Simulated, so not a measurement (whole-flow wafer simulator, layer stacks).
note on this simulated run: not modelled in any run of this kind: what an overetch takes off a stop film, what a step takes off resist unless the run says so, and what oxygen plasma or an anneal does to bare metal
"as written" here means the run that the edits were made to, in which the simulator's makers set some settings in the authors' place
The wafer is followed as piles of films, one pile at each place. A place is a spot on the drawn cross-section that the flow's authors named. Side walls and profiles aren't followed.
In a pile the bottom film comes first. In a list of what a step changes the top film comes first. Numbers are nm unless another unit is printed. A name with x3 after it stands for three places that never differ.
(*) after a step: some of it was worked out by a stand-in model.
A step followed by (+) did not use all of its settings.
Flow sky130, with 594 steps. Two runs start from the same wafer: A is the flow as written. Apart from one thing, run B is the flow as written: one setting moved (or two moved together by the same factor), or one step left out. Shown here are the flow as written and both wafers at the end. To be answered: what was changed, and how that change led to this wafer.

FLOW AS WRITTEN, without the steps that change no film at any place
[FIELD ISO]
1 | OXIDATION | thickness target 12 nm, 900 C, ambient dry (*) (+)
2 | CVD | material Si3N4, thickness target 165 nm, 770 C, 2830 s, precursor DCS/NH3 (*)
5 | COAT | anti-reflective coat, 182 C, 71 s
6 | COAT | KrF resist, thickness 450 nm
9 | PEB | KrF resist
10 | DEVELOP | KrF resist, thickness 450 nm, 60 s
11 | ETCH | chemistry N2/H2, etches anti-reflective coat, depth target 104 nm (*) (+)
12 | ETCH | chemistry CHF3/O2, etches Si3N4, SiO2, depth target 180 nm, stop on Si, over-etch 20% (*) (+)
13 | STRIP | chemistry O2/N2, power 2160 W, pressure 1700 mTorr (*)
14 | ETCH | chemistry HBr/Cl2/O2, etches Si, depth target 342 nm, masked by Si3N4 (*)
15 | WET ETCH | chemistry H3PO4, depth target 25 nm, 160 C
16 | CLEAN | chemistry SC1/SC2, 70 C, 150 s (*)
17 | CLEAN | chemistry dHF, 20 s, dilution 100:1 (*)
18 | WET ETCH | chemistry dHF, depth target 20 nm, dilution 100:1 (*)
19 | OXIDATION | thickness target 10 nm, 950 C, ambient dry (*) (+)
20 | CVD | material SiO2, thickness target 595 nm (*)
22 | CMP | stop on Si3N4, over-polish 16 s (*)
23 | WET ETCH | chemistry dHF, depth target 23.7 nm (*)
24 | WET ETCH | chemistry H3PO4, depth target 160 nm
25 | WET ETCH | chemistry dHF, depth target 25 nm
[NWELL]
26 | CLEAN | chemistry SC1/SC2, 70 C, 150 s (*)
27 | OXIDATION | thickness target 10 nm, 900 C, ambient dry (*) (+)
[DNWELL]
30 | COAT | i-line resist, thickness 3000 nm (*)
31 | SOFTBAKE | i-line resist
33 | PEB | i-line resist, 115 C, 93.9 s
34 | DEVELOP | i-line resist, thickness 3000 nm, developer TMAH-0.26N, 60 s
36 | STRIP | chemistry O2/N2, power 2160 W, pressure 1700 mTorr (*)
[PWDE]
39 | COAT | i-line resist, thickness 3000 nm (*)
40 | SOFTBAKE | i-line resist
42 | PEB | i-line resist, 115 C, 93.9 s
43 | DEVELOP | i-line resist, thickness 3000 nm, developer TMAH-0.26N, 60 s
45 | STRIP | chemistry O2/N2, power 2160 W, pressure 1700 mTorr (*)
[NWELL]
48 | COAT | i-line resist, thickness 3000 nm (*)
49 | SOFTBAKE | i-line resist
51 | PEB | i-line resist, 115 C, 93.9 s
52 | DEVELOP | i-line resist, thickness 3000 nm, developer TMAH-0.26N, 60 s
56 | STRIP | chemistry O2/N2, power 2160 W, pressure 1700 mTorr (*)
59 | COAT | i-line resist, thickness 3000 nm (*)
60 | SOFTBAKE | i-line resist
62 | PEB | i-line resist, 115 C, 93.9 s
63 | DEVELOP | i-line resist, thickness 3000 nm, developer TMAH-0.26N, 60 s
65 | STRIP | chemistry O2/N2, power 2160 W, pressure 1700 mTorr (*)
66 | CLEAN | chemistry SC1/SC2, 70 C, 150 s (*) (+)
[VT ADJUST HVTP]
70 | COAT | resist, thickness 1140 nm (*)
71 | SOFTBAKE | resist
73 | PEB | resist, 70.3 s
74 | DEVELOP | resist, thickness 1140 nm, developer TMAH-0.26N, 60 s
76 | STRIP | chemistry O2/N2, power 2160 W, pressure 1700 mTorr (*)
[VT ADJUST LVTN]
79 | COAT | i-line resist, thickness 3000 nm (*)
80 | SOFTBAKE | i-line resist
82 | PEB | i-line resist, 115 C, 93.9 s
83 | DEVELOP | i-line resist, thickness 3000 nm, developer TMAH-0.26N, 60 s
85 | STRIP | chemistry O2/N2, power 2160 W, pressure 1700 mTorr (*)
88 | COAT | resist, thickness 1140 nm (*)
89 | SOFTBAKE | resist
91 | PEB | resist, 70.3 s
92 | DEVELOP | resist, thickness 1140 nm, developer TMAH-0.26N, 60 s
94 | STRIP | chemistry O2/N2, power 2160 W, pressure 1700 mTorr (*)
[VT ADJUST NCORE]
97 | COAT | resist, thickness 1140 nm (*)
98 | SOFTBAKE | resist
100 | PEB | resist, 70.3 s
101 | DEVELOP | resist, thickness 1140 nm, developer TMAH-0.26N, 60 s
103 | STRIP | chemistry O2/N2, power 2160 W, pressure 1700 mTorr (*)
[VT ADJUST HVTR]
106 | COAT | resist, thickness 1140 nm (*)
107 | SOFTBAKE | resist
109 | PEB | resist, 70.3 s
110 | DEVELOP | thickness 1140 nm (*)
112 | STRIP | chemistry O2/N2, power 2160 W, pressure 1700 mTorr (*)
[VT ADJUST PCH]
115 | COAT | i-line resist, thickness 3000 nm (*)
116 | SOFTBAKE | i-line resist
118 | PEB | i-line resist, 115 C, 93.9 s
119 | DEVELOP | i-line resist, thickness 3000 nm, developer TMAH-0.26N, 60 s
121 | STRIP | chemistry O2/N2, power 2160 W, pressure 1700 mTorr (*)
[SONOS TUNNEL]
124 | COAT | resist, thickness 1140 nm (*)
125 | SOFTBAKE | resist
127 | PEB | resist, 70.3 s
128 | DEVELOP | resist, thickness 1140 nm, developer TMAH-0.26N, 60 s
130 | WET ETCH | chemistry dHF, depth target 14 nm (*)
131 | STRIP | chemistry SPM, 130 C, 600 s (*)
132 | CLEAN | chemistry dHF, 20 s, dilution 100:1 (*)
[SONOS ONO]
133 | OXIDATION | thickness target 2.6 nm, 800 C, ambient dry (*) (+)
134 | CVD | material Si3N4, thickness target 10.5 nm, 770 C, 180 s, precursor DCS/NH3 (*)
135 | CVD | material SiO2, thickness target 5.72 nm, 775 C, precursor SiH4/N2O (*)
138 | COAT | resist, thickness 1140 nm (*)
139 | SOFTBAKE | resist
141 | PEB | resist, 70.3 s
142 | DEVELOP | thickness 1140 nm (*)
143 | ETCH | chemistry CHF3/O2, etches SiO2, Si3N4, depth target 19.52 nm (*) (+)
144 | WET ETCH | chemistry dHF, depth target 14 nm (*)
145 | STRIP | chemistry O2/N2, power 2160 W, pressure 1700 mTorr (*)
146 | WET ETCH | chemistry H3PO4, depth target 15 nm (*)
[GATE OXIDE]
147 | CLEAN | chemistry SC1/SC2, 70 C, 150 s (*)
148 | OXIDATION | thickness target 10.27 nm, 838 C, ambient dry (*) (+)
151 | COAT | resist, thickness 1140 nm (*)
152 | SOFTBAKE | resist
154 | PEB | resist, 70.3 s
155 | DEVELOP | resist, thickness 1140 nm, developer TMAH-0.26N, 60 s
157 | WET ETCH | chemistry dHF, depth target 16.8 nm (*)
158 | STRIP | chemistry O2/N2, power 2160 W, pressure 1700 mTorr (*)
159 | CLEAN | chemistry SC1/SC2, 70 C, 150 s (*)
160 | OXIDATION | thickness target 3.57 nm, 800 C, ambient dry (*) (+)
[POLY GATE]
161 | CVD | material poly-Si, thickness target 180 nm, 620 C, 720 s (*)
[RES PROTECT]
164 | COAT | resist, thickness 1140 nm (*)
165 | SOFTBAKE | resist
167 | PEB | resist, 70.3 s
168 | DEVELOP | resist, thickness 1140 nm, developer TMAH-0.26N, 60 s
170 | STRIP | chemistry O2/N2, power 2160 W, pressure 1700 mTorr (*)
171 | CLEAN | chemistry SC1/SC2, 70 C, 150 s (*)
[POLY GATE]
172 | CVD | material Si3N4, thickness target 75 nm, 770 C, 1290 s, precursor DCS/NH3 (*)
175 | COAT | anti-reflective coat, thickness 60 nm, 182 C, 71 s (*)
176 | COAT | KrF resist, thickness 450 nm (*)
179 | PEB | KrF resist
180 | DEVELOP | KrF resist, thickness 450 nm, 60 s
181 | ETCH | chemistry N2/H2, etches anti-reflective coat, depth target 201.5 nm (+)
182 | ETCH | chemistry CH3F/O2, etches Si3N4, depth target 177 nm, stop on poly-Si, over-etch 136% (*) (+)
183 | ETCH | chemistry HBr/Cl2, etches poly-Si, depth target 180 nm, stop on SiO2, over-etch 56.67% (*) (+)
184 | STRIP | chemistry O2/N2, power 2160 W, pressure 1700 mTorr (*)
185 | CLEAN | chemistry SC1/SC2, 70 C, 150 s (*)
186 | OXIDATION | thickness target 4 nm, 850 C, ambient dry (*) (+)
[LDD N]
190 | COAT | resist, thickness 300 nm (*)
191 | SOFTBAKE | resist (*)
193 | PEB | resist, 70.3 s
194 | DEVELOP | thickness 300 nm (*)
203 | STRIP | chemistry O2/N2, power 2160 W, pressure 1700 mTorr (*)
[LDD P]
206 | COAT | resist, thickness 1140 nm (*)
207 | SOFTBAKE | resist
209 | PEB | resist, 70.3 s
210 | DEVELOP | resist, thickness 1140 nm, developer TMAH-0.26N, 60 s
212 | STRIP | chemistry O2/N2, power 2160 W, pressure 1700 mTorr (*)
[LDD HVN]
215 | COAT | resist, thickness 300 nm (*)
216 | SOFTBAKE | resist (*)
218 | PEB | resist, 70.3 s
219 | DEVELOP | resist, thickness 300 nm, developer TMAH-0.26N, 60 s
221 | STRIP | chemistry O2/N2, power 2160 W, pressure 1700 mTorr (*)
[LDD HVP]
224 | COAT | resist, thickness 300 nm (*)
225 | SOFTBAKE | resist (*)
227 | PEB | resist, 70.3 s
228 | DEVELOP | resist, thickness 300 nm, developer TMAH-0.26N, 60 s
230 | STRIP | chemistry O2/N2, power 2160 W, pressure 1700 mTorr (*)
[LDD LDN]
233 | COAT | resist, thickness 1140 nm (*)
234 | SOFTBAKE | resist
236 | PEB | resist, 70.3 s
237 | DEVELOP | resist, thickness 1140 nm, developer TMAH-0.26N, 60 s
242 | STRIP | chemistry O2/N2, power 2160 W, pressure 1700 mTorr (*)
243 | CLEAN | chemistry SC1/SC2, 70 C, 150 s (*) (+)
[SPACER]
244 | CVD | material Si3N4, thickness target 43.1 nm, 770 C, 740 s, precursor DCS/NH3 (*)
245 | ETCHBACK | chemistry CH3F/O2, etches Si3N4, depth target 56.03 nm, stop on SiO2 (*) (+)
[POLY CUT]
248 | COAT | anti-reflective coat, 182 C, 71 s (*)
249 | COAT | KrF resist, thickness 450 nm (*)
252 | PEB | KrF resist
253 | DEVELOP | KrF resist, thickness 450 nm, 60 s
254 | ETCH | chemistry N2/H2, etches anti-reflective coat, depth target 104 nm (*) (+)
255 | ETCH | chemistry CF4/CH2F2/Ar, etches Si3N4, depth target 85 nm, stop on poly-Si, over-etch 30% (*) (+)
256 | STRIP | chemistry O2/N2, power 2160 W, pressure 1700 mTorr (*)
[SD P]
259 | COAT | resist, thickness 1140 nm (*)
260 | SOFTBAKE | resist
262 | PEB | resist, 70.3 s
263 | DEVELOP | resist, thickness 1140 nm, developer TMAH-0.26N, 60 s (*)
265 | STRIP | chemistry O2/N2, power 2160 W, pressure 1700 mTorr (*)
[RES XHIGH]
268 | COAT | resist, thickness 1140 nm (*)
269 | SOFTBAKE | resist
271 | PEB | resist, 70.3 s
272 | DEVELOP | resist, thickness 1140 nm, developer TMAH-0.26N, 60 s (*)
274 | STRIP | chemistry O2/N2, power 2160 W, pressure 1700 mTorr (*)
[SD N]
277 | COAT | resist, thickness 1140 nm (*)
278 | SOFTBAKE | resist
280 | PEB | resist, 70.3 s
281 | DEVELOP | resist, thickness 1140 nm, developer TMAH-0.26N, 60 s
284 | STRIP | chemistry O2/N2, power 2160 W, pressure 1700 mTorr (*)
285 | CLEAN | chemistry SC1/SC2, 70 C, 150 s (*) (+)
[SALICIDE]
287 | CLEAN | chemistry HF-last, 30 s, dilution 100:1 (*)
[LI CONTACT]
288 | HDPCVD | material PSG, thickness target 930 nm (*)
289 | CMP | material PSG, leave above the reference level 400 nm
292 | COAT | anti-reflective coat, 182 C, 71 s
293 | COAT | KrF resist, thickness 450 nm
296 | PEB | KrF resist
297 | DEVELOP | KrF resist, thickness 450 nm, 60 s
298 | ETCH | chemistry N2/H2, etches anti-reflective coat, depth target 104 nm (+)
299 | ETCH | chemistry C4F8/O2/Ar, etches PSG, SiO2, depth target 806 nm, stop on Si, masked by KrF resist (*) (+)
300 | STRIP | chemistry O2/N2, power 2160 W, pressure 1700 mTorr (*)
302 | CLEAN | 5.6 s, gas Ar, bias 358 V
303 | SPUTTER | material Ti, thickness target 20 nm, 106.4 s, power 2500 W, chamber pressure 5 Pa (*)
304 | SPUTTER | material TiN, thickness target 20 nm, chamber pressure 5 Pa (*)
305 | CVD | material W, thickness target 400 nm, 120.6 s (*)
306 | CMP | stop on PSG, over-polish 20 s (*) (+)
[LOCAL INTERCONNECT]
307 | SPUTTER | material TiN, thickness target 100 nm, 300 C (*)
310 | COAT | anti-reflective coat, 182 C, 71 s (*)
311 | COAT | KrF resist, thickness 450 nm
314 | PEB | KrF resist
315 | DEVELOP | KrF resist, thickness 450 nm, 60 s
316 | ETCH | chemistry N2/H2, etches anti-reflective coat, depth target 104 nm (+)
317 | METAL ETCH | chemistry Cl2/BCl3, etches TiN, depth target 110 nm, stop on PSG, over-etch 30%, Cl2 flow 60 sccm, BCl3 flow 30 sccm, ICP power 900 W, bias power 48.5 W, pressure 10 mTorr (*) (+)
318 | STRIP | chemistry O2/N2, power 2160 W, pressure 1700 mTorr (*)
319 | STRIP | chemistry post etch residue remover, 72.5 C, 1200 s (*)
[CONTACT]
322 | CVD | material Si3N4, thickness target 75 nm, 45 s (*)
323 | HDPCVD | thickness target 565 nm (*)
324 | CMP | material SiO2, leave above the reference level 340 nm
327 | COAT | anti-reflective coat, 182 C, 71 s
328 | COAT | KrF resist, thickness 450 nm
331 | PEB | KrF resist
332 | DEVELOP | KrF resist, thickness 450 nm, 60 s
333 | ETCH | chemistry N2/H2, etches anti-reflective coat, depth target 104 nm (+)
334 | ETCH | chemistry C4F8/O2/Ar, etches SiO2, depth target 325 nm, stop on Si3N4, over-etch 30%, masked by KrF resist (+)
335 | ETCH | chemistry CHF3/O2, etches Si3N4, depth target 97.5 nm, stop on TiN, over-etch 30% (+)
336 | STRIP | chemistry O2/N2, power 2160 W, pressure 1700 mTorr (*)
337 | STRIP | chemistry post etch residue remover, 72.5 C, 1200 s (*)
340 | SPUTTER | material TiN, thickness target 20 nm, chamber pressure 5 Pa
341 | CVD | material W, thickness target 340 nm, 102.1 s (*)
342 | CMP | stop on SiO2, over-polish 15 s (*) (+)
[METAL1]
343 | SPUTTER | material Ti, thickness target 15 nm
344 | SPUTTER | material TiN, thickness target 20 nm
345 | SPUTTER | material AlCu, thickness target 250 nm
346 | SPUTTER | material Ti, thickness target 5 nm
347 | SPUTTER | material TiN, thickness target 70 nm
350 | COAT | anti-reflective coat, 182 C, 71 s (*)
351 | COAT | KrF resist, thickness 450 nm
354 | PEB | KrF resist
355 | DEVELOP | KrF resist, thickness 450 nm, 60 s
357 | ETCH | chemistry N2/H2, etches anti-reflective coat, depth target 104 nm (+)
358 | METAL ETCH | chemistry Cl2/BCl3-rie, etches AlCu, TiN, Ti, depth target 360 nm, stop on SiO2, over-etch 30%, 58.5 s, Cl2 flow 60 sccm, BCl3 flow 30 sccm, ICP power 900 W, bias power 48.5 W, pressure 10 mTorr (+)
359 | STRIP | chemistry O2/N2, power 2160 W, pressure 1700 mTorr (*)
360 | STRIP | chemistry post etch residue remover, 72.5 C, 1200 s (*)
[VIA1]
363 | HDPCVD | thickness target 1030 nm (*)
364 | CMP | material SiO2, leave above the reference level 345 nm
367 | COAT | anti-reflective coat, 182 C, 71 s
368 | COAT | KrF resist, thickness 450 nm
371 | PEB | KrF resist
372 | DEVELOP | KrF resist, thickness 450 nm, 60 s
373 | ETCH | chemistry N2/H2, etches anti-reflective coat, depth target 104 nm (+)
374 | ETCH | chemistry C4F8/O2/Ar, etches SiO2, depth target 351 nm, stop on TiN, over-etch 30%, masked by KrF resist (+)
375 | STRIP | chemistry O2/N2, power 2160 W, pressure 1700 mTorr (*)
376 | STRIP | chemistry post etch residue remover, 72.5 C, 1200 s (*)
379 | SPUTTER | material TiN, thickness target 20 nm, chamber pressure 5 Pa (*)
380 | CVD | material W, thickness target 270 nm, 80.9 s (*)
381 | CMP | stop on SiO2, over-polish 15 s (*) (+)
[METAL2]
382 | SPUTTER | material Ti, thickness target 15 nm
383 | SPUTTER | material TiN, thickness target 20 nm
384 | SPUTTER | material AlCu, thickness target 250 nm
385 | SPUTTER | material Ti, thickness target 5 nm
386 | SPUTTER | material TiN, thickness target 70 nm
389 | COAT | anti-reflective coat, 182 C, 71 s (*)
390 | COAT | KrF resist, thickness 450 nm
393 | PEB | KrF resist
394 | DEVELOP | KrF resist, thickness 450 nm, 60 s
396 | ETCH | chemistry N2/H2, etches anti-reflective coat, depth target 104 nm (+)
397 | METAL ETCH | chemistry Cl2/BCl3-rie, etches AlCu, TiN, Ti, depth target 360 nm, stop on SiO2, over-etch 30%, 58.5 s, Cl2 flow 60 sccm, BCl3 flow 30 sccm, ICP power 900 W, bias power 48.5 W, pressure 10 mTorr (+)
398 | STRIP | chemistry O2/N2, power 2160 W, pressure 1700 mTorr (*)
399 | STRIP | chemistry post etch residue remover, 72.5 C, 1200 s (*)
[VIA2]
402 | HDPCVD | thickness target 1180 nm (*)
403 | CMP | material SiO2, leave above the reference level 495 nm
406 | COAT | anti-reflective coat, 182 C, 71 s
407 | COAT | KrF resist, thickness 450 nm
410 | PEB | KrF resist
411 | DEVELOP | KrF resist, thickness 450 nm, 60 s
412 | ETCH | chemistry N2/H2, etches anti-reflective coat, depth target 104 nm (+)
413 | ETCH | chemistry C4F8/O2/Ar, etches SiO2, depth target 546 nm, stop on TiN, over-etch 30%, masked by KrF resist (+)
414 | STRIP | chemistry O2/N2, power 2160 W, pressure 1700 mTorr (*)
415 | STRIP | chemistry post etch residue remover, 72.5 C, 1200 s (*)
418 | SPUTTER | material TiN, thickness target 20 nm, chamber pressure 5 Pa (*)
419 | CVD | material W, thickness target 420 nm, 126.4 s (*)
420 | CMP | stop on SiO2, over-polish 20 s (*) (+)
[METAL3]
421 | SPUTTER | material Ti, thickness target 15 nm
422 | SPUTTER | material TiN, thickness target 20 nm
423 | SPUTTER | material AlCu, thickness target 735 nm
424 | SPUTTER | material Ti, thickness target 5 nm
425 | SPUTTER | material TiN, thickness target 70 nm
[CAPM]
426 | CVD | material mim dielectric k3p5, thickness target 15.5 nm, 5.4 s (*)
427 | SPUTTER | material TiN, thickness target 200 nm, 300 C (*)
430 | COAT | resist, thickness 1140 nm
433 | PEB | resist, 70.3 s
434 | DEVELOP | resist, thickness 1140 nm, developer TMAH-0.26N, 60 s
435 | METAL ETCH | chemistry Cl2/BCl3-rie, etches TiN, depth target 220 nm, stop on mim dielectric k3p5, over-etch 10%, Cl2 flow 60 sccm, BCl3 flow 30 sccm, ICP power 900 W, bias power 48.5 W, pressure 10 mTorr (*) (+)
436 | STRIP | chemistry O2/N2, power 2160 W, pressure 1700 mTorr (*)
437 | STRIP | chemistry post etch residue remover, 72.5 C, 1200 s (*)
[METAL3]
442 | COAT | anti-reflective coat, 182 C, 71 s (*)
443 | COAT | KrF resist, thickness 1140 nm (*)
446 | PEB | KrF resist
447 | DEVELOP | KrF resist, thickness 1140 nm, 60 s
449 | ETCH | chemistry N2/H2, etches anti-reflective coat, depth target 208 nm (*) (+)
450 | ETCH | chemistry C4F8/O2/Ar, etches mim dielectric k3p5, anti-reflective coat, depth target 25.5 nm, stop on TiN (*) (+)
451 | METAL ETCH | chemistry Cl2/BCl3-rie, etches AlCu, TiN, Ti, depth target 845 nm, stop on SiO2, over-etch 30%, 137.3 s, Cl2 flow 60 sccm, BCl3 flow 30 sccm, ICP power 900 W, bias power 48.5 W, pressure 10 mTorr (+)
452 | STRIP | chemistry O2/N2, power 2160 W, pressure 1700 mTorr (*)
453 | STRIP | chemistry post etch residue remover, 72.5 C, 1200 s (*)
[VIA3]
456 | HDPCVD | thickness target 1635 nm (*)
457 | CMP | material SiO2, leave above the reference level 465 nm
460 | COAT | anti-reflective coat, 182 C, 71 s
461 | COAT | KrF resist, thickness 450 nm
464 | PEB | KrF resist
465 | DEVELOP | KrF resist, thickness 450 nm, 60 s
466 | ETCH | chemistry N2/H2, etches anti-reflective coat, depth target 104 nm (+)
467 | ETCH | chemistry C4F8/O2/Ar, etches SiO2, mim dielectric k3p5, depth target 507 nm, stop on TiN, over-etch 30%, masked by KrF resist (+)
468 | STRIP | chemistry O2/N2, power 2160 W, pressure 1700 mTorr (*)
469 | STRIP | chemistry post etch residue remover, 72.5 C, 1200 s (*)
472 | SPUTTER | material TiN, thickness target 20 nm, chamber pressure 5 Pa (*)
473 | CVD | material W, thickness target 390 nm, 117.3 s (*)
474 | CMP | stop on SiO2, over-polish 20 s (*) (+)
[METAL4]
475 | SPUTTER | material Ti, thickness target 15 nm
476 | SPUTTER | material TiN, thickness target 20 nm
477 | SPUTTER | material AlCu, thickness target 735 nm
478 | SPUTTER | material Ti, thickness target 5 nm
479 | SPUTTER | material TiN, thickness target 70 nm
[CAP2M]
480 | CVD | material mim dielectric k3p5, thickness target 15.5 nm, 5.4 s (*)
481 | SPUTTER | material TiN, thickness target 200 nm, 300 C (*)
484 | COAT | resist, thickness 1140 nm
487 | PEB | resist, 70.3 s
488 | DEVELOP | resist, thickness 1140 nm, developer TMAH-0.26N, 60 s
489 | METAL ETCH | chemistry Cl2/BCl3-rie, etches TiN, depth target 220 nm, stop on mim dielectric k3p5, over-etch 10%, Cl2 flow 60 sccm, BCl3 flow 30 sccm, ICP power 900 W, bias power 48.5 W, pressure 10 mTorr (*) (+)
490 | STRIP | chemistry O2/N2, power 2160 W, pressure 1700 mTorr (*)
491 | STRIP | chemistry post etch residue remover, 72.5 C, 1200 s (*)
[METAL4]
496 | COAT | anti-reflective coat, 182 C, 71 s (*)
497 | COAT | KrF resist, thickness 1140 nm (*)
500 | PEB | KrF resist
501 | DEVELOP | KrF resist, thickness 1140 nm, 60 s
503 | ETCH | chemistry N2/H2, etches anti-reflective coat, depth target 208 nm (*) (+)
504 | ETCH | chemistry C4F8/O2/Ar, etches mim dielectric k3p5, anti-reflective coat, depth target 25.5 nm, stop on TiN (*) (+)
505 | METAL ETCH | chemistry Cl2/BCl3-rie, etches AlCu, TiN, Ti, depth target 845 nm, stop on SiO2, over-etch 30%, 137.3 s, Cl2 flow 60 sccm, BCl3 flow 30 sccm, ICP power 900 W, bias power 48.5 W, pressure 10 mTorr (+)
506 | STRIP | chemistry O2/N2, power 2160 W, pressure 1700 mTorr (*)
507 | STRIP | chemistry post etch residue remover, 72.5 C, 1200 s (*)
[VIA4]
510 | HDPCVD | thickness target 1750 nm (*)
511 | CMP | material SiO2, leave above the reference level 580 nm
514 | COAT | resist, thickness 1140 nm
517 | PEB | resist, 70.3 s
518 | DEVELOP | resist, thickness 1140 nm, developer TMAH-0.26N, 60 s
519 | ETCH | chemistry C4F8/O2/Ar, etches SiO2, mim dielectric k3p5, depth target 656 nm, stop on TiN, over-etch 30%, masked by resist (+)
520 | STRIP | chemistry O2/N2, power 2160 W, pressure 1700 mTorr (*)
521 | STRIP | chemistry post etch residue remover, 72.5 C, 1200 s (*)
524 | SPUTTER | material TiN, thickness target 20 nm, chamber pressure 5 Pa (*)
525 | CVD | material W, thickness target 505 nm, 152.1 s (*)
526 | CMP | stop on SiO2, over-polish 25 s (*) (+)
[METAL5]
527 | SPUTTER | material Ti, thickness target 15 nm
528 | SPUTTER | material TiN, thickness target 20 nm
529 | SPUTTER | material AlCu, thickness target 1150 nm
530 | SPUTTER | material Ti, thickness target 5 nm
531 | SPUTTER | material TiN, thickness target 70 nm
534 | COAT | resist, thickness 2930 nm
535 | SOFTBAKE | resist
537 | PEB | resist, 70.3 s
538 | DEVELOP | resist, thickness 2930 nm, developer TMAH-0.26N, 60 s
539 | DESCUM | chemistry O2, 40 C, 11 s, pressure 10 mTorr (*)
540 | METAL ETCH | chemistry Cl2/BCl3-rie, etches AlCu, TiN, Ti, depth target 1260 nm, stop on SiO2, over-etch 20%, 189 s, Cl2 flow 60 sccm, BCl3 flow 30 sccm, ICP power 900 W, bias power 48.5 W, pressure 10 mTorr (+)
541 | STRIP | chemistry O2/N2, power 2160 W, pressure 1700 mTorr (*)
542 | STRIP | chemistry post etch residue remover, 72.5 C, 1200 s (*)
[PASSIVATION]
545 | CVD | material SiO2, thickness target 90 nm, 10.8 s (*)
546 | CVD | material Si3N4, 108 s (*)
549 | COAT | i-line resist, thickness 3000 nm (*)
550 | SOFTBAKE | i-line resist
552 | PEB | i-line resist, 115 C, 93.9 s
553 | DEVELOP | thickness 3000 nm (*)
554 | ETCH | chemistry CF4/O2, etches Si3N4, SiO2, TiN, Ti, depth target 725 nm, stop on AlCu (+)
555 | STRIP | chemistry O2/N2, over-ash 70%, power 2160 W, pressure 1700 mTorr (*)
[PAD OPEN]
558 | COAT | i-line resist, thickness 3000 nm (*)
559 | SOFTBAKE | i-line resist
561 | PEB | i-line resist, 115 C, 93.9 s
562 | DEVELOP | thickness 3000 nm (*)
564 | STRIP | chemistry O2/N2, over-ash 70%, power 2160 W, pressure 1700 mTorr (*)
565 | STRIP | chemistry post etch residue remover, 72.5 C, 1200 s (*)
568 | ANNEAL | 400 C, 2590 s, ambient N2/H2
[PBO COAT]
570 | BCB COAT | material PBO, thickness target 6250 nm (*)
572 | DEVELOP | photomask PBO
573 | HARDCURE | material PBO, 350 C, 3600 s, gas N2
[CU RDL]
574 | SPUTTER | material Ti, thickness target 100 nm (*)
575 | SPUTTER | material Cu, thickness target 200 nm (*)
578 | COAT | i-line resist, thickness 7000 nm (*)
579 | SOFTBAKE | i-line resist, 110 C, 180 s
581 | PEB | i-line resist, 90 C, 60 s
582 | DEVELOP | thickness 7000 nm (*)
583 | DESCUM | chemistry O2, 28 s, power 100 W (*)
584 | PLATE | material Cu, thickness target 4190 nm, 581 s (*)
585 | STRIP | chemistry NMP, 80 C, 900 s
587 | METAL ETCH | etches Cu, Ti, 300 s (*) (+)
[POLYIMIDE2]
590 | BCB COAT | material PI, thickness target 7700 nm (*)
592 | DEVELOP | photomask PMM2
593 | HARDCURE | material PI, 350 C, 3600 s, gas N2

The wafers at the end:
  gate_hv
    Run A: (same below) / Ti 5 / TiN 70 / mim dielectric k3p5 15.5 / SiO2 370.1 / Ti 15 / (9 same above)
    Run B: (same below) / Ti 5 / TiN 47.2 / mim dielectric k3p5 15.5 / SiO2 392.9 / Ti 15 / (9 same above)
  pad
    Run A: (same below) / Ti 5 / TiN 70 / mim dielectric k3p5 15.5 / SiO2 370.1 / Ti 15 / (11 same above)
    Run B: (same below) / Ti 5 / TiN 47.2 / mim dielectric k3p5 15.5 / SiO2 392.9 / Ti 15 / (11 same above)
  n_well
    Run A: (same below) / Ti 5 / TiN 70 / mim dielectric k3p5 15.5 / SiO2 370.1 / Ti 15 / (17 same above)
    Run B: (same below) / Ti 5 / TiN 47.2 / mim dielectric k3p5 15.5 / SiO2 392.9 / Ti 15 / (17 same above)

What caused this: step 425, SPUTTER: thickness target 47.2 nm was run, though the flow has thickness target 70 nm.
The wafer lets one read it off: gate_hv has TiN 47.2, and step 425 as written asks for 70 nm.

The path from the change to this, step by step:
  425 | SPUTTER | material TiN, thickness target 70 nm
      field, active, n_well and 188 more: A +70 TiN (new film) | B +47.2 TiN (new film)
  451 | METAL ETCH | chemistry Cl2/BCl3-rie, etches AlCu, TiN, Ti, depth target 845 nm, stop on SiO2, over-etch 30%, 137.3 s, Cl2 flow 60 sccm, BCl3 flow 30 sccm, ICP power 900 W, bias power 48.5 W, pressure 10 mTorr (+)
      field, gate, spacer and 68 more: A -70 TiN (all of it), -5 Ti (all of it), -735 AlCu (all of it), -20 TiN (all of it), -15 Ti (all of it), -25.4 SiO2 | B -47.2 TiN (all of it), -5 Ti (all of it), -735 AlCu (all of it), -20 TiN (all of it), -15 Ti (all of it), -27.6 SiO2
      active, vpp_ln, vpp_iso2 and 11 more: A -70 TiN (all of it), -5 Ti (all of it), -735 AlCu (all of it), -20 TiN (all of it), -15 Ti (all of it), -25.3 SiO2 | B -47.2 TiN (all of it), -5 Ti (all of it), -735 AlCu (all of it), -20 TiN (all of it), -15 Ti (all of it), -27.6 SiO2
  467 | ETCH | chemistry C4F8/O2/Ar, etches SiO2, mim dielectric k3p5, depth target 507 nm, stop on TiN, over-etch 30%, masked by KrF resist (+)
      m1: A -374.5 SiO2 (all of it), -15.5 mim dielectric k3p5 (all of it) | B -397.3 SiO2 (all of it), -15.5 mim dielectric k3p5 (all of it)
      via3_hole: A -373.9 SiO2 (all of it), -15.5 mim dielectric k3p5 (all of it) | B -396.7 SiO2 (all of it), -15.5 mim dielectric k3p5 (all of it)
  473 | CVD | material W, thickness target 390 nm, 117.3 s (*)
      m1: A +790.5 W (new film) | B +813.6 W (new film)
      via3_hole: A +789.9 W (new film) | B +813 W (new film)
